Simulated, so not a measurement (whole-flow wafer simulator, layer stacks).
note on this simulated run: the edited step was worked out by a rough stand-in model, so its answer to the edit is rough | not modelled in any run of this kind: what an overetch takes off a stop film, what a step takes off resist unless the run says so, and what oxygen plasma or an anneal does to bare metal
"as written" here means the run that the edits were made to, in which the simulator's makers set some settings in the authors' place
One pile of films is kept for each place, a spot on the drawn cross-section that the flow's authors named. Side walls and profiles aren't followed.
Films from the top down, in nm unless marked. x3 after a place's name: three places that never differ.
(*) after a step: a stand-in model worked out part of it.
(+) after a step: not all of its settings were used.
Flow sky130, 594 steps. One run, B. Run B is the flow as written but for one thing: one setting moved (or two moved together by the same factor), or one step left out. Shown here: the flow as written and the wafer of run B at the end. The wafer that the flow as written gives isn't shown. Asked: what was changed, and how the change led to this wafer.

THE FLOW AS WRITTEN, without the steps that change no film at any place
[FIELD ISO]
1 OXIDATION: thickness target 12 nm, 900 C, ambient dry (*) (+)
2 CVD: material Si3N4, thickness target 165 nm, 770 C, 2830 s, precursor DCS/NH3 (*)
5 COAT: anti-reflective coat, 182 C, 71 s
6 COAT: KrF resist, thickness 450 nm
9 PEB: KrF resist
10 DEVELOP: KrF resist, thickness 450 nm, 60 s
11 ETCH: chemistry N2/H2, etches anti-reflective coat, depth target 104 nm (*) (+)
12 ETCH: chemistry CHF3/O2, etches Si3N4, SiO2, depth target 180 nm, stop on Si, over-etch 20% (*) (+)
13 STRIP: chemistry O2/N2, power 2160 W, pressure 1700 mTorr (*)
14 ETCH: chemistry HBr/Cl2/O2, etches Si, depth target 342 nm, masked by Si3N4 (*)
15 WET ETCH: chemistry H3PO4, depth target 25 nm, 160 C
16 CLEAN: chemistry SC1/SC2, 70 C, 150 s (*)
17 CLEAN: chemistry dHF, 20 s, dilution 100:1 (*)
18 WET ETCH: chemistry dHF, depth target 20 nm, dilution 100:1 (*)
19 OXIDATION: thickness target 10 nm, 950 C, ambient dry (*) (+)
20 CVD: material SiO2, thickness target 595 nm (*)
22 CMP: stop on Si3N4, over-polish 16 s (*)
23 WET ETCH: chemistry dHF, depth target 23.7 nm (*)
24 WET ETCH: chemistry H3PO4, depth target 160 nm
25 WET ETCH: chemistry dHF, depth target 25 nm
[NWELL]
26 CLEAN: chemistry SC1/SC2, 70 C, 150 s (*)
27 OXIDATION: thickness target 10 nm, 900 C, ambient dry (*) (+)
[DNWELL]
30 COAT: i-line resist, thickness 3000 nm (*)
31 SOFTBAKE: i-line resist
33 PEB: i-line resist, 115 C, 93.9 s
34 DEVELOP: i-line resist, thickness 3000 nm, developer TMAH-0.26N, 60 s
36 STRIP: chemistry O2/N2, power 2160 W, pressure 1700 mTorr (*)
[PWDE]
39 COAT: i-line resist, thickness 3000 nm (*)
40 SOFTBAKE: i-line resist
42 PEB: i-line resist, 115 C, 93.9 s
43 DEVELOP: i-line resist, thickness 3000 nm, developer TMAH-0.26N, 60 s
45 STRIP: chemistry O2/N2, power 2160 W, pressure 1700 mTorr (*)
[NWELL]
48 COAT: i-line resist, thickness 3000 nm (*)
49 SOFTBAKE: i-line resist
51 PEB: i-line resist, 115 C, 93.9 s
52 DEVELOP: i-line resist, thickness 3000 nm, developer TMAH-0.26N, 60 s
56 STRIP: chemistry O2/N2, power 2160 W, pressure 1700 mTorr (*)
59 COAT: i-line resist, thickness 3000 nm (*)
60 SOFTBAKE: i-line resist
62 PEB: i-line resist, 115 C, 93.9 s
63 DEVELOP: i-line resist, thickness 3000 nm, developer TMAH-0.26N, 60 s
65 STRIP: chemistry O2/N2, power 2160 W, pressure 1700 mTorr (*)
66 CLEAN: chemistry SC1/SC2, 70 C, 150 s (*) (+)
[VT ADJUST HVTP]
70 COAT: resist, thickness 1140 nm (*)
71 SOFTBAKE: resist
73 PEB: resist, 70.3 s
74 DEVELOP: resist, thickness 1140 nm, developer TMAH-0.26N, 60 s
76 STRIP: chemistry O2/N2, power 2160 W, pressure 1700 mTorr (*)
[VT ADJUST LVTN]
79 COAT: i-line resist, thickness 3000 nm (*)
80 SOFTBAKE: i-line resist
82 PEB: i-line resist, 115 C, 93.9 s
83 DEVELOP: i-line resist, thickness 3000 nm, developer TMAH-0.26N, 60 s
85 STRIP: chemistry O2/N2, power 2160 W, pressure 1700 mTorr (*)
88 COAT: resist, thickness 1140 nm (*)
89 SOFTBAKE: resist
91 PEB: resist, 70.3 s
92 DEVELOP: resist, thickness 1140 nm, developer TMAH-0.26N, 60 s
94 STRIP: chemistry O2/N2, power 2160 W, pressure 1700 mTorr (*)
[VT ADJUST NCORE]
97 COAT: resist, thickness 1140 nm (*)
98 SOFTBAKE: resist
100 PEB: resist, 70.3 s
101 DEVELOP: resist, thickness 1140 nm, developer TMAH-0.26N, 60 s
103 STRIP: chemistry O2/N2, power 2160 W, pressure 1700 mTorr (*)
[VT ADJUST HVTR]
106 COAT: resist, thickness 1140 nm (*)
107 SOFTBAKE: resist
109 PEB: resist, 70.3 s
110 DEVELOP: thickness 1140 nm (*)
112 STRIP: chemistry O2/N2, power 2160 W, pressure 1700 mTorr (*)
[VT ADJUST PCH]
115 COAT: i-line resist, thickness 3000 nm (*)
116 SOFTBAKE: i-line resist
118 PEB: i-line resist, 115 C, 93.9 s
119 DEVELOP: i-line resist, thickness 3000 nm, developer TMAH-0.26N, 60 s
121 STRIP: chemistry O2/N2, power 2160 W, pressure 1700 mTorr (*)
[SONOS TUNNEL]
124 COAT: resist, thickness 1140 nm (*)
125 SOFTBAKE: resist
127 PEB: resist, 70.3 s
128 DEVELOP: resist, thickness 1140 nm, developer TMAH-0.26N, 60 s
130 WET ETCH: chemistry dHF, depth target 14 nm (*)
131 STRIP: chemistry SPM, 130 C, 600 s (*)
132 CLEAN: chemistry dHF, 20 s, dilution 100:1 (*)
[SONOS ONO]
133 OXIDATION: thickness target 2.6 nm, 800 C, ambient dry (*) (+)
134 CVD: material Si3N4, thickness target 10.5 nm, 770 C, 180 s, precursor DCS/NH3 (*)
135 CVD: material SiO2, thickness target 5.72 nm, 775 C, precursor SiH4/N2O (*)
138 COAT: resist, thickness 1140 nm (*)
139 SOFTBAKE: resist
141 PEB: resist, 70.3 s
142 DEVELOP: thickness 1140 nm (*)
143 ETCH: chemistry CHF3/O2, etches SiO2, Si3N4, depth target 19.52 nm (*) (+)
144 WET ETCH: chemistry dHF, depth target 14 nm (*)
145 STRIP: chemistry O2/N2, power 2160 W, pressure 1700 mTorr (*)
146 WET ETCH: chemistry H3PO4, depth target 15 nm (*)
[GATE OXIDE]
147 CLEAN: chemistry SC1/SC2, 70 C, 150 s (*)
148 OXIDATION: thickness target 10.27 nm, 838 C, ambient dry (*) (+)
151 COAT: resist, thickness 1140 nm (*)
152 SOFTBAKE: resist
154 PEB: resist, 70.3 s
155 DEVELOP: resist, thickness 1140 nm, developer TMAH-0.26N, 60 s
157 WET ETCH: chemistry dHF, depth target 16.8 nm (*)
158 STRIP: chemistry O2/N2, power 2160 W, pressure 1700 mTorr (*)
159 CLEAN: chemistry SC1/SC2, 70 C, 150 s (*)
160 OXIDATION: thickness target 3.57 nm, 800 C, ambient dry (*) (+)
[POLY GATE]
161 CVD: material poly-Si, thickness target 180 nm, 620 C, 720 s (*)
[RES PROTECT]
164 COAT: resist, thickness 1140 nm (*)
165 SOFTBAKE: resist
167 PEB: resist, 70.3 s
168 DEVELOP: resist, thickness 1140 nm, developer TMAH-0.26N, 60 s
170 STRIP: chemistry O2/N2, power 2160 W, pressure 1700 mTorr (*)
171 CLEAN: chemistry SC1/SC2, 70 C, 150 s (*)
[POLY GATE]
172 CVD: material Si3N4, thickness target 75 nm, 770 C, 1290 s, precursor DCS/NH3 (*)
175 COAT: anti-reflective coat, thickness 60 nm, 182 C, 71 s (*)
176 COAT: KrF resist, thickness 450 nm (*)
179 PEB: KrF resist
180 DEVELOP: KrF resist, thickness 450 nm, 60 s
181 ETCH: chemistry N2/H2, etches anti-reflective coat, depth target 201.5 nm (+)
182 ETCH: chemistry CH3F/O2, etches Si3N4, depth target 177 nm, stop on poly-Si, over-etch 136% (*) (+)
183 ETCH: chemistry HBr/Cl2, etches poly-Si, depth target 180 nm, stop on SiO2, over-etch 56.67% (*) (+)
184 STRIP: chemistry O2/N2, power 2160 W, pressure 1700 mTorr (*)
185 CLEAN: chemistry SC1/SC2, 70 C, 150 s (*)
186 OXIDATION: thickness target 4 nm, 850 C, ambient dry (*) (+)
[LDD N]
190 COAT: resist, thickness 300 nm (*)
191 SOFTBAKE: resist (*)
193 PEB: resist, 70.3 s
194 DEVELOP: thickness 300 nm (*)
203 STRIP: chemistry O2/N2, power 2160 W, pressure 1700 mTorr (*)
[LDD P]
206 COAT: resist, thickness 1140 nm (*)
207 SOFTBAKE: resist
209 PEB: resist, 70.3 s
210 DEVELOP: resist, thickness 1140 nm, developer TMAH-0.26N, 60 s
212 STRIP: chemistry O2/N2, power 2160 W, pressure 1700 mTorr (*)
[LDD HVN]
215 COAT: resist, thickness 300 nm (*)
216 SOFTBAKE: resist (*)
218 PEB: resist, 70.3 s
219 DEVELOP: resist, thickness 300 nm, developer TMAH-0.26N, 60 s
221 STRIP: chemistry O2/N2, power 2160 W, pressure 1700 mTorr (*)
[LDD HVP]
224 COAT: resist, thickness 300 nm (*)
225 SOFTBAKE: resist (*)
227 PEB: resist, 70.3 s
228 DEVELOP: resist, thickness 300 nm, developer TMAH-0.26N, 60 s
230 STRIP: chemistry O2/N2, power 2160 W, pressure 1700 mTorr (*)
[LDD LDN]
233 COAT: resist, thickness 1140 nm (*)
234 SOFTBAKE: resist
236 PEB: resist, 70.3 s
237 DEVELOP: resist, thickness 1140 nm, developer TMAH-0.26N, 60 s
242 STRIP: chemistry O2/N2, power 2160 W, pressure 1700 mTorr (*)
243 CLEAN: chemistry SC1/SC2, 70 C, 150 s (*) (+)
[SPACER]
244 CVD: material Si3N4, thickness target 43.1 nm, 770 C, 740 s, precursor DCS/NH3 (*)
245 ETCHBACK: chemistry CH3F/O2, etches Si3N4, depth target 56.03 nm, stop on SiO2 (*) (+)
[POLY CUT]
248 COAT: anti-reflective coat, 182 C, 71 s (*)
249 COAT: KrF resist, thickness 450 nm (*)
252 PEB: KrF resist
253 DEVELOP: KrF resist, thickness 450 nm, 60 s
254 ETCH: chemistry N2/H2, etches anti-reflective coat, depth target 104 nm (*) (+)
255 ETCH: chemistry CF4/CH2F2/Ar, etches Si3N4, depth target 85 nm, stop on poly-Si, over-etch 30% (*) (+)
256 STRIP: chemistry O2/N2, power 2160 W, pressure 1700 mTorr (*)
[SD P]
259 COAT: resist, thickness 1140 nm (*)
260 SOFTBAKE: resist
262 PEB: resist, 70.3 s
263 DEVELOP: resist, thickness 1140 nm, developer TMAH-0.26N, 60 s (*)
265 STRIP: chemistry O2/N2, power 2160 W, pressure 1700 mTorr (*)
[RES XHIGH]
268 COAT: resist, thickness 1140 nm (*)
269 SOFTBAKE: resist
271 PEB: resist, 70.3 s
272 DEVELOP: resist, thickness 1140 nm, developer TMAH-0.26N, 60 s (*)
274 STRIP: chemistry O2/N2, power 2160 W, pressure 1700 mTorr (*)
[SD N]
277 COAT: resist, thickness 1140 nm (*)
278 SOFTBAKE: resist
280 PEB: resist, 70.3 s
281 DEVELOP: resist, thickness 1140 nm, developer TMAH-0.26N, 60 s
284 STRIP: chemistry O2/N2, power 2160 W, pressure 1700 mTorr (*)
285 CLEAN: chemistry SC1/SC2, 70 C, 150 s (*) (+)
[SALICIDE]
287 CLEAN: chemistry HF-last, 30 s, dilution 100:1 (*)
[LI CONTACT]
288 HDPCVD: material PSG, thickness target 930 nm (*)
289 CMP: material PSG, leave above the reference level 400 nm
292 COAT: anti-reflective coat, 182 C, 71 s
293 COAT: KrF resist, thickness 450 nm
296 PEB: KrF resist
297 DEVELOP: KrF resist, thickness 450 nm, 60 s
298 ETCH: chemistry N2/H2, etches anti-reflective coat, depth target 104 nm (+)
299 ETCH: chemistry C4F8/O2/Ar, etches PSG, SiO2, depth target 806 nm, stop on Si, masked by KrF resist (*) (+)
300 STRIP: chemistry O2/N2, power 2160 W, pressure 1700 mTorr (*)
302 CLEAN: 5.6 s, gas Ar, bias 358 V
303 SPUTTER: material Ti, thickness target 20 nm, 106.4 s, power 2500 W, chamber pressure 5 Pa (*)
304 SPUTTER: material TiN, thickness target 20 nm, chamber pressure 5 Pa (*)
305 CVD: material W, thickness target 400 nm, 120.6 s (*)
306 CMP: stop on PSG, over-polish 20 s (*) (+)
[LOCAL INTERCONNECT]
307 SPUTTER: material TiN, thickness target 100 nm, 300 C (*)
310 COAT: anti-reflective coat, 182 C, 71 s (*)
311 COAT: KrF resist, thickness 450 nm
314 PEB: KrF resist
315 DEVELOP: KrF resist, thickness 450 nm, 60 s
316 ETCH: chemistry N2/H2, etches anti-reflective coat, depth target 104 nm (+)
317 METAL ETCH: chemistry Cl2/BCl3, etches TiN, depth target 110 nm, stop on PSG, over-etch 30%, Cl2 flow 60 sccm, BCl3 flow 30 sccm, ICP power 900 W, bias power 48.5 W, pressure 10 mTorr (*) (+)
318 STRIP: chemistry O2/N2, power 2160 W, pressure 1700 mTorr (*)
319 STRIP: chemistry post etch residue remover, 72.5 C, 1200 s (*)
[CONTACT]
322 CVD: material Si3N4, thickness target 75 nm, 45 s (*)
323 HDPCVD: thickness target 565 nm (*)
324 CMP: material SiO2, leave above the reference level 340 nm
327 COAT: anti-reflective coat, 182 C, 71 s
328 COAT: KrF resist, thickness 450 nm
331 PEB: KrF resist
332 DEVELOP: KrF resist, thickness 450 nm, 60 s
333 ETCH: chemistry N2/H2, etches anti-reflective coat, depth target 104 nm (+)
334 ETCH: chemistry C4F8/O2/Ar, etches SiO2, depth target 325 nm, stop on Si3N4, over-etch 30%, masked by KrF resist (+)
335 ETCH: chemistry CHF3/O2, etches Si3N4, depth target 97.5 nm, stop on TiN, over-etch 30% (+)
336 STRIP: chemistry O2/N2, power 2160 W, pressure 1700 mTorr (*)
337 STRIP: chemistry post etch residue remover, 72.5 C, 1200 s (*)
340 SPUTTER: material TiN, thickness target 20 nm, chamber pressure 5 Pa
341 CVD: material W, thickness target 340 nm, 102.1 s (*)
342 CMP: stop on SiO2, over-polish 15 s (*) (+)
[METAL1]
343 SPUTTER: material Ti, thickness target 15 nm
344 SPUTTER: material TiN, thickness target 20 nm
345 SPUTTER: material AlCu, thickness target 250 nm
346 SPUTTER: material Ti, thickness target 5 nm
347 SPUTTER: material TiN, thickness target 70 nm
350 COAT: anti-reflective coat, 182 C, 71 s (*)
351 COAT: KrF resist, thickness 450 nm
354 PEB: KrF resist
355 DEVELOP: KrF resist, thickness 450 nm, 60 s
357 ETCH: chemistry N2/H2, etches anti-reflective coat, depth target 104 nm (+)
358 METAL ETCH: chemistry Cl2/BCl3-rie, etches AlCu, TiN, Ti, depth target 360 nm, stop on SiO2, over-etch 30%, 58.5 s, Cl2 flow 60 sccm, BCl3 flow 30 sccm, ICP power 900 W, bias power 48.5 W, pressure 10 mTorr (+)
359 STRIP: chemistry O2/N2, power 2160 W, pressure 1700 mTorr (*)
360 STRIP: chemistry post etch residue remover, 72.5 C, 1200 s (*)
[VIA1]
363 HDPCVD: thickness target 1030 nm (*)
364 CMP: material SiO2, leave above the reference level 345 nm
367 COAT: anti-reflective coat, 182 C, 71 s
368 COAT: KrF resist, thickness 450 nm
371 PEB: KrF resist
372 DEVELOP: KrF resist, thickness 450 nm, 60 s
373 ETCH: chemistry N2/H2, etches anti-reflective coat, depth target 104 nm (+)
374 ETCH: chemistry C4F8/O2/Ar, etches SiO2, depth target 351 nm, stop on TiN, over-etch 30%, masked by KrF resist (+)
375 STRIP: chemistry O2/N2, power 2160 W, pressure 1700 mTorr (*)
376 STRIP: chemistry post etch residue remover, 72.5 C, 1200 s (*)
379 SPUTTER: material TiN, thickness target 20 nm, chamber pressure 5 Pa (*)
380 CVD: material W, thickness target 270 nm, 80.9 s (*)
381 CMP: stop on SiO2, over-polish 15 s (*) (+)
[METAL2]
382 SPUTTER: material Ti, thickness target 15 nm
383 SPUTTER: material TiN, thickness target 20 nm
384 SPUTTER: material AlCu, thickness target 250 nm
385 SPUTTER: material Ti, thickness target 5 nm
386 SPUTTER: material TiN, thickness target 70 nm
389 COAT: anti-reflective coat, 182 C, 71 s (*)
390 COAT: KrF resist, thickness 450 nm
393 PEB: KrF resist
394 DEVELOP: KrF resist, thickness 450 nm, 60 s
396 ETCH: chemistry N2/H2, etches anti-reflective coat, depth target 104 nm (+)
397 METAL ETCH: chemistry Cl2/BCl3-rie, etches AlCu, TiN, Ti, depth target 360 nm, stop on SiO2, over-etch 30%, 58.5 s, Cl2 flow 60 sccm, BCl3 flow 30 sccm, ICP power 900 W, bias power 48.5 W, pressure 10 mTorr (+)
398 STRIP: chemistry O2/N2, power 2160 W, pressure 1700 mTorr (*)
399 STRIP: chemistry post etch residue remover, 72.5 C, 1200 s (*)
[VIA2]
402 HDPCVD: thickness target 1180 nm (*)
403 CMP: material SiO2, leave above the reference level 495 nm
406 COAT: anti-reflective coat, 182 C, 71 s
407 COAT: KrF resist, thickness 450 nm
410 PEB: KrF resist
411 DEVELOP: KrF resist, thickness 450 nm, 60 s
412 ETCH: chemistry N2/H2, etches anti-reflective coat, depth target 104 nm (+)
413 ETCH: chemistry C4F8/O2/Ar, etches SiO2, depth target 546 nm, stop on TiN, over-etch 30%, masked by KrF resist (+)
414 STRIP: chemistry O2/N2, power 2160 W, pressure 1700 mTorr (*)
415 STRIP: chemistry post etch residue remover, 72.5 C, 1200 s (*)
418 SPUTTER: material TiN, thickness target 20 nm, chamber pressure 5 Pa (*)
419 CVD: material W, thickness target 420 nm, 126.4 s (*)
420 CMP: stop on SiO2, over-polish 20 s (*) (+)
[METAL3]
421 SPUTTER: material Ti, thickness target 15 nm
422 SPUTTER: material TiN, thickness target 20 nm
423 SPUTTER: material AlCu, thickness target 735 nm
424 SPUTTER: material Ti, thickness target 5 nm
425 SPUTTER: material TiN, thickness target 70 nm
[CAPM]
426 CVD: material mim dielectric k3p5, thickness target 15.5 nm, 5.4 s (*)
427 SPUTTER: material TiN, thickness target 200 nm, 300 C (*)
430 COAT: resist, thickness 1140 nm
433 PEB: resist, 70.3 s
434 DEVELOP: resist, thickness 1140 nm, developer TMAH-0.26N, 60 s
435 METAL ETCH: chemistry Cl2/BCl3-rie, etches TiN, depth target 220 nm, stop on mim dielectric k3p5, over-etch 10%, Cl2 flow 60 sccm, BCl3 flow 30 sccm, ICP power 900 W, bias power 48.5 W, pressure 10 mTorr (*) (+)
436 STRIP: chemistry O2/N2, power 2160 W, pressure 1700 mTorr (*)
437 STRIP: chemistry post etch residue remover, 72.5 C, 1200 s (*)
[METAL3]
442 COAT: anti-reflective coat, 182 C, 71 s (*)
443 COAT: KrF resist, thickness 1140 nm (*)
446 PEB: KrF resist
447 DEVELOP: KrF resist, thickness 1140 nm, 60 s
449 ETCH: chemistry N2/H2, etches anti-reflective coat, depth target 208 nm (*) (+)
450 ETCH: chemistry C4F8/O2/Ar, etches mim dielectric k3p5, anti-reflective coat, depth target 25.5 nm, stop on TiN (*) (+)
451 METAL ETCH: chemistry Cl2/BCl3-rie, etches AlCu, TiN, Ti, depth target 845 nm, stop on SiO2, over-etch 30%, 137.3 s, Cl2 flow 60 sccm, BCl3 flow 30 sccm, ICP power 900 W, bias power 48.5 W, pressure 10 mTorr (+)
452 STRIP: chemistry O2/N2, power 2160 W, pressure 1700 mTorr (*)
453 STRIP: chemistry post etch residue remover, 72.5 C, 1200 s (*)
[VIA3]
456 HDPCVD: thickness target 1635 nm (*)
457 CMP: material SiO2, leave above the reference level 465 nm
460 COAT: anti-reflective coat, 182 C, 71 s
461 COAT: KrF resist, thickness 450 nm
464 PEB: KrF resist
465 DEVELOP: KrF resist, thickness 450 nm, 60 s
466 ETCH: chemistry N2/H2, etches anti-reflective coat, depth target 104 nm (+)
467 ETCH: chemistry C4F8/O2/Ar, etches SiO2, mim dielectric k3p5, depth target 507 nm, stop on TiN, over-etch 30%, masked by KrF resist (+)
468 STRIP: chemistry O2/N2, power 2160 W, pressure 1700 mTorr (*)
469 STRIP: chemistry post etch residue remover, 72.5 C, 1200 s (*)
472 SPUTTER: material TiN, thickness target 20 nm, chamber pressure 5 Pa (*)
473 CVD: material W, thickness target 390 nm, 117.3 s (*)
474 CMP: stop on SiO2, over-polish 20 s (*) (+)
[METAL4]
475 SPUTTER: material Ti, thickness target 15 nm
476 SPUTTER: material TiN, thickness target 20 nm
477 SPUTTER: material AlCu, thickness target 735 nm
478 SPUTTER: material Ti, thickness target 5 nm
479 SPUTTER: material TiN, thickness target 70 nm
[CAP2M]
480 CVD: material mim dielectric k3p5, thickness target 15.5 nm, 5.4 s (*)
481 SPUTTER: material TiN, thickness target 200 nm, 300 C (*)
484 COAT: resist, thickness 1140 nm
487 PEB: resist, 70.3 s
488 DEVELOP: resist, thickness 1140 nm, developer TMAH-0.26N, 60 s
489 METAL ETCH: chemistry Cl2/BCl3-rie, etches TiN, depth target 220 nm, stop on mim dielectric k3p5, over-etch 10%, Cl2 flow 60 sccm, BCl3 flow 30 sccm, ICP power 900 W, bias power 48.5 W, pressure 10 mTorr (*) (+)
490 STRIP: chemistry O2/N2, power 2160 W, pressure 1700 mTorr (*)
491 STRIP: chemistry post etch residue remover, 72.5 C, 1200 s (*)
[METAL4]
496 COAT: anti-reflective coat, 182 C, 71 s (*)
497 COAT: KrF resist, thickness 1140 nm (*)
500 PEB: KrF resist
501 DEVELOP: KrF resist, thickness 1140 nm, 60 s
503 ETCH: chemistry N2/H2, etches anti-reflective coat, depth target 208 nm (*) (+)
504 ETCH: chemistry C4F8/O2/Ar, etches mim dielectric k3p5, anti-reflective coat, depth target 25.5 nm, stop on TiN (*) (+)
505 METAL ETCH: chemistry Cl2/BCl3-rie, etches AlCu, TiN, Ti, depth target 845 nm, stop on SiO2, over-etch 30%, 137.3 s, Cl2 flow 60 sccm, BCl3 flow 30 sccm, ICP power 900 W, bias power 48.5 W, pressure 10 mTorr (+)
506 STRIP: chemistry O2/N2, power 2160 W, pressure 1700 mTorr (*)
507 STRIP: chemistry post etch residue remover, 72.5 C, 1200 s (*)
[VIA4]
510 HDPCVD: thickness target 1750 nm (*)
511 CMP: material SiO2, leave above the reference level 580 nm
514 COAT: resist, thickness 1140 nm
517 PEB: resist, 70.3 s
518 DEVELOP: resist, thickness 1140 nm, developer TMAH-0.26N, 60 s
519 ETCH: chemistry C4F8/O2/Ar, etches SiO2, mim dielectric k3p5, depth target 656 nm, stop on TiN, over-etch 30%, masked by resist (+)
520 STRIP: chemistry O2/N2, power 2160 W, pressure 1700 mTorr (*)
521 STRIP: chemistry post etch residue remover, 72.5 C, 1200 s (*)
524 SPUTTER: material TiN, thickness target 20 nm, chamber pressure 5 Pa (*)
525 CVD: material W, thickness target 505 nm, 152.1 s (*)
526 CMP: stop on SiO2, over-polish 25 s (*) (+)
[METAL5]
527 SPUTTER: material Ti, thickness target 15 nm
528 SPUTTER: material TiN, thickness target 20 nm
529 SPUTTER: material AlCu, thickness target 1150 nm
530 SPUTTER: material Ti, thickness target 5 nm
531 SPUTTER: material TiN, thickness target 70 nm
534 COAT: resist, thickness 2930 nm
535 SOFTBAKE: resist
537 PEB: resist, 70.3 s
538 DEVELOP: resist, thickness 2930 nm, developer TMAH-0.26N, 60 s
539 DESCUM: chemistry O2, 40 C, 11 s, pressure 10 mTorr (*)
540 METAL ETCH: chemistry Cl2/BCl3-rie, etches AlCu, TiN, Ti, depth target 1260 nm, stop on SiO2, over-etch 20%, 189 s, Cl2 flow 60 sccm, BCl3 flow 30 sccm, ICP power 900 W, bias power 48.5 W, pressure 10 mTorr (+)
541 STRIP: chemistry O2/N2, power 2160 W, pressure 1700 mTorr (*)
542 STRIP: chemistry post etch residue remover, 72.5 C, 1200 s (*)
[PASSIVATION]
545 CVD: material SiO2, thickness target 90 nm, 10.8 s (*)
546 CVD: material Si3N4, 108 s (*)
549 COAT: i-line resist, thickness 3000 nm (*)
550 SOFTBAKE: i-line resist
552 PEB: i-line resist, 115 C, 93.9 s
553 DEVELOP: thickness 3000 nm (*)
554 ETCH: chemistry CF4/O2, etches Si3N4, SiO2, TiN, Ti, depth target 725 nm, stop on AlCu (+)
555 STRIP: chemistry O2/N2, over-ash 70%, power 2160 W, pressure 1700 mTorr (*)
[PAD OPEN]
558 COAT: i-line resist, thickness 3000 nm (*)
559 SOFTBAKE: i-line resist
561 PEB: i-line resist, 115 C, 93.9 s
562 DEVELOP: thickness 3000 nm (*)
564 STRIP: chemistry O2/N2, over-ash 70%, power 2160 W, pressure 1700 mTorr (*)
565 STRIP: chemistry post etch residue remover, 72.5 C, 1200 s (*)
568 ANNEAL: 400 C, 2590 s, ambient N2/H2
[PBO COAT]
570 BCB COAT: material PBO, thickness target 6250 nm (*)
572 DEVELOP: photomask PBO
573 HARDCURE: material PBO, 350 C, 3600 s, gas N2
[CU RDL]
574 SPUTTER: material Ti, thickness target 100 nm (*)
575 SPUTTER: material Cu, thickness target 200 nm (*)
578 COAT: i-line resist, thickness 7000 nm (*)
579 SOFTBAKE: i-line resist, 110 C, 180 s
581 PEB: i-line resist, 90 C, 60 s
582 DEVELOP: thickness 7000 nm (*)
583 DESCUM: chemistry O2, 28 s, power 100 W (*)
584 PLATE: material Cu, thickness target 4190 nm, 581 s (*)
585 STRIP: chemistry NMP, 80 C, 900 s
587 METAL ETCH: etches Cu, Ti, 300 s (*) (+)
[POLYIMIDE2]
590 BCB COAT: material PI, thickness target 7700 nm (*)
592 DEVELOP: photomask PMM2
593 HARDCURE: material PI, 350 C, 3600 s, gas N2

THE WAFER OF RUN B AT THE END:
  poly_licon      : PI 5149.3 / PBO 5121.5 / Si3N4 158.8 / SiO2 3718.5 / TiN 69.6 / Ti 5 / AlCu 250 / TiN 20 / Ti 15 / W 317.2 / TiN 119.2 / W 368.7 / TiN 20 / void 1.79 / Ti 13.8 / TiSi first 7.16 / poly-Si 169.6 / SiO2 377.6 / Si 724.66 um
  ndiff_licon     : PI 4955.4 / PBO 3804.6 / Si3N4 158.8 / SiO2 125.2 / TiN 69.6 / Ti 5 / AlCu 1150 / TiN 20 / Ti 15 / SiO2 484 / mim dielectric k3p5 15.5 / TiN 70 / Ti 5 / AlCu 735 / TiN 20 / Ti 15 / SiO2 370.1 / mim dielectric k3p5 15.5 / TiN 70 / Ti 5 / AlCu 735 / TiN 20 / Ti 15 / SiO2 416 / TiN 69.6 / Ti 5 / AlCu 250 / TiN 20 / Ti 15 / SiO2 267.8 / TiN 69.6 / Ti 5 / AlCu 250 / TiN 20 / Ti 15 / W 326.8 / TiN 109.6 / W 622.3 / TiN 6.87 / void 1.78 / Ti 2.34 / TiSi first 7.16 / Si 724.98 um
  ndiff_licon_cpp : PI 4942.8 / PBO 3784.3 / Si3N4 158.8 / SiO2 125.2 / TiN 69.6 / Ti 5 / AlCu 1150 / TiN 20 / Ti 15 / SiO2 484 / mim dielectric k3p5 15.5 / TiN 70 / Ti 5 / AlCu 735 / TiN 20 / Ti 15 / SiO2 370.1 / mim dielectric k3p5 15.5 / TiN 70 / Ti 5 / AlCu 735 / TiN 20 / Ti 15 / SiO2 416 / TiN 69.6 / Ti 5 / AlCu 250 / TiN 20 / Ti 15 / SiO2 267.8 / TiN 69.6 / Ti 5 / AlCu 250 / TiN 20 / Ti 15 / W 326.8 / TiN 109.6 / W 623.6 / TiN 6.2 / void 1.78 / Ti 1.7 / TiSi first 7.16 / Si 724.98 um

The cause: step 303, SPUTTER: 95.73 s was run, where the flow has 106.4 s.

How the change led to this, step by step:
  303 SPUTTER: material Ti, thickness target 20 nm, 106.4 s, power 2500 W, chamber pressure 5 Pa (*)
      field, active, n_well and 185 more: Ti +18 (new film) (as written it would be: Ti +20 (new film))
      ndiff_licon: Ti +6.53 (new film) (as written it would be: Ti +7.24 (new film))
      (and at 2 more places)
  306 CMP: stop on PSG, over-polish 20 s (*) (+)
      field, active, n_well and 184 more: W -400 (all of it), TiN -20 (all of it), Ti -18 (all of it), PSG -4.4 (as written it would be: W -400 (all of it), TiN -20 (all of it), Ti -20 (all of it), PSG -4.4)
      poly_licon: W -31.3 (as written it would be: W -33.3)
